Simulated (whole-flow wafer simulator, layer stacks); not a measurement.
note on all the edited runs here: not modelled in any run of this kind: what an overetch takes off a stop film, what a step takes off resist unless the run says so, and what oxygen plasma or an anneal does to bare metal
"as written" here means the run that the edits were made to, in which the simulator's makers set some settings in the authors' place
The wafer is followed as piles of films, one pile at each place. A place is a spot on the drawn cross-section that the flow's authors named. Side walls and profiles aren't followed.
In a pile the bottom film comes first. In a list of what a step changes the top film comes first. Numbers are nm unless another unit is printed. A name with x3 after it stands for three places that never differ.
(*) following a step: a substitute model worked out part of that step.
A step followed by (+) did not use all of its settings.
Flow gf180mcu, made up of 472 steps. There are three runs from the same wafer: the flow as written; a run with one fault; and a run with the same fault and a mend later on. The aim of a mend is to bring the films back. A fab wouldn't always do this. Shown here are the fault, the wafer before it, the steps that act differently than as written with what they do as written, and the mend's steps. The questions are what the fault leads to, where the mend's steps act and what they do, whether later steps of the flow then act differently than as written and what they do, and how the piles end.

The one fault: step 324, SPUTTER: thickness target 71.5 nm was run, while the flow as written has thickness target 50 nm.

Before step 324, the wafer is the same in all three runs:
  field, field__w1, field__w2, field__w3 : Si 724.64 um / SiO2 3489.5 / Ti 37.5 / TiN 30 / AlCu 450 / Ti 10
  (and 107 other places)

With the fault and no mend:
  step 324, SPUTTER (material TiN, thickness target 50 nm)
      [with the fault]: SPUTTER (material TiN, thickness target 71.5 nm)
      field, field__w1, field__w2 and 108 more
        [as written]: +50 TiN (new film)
        [with the fault]: +71.5 TiN (new film)
  Steps further on in the flow that do not act as written (3 more steps, not shown, differ only slightly: by at most 2% or 0.5 nm, whichever is larger):
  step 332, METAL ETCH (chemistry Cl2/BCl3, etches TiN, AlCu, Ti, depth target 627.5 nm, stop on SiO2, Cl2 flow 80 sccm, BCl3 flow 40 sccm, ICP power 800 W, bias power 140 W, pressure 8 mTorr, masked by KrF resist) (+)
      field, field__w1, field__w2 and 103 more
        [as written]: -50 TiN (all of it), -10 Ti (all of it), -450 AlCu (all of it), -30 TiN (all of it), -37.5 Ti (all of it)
        [with the fault]: -71.5 TiN (all of it), -10 Ti (all of it), -450 AlCu (all of it), -30 TiN (all of it), -37.5 Ti (all of it)
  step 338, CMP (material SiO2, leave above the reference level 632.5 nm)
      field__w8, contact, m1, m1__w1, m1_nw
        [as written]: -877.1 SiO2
        [with the fault]: -898.6 SiO2
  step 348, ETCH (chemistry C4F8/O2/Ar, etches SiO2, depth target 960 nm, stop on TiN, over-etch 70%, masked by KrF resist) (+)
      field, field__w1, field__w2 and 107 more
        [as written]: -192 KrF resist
        [with the fault]: -187.3 KrF resist
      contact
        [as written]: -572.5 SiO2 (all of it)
        [with the fault]: -551 SiO2 (all of it)
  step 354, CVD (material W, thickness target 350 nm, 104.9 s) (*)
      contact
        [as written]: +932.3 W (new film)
        [with the fault]: +910.6 W (new film)
  The piles end different from the flow's at field__w8, contact, m1, m1__w1, m1_nw by more than 2% or 0.5 nm, whichever is larger.
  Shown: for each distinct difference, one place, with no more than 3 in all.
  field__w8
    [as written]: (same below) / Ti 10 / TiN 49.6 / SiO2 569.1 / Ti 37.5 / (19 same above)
    [with the fault]: (same below) / Ti 10 / TiN 71.1 / SiO2 547.6 / Ti 37.5 / (19 same above)
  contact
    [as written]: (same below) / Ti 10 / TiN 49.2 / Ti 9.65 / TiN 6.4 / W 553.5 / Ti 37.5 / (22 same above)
    [with the fault]: (same below) / Ti 10 / TiN 70.7 / Ti 9.77 / TiN 6.48 / W 531.8 / Ti 37.5 / (22 same above)

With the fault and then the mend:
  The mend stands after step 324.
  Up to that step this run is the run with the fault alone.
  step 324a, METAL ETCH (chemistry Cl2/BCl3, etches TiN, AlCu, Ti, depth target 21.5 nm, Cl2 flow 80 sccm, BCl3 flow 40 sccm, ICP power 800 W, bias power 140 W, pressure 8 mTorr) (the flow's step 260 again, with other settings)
      field, field__w1, field__w2 and 108 more
        -21.5 TiN
  Every later step of the flow that is run acts as written at every place that is followed.
  At every place that both follow, the piles at the end match the flow's.
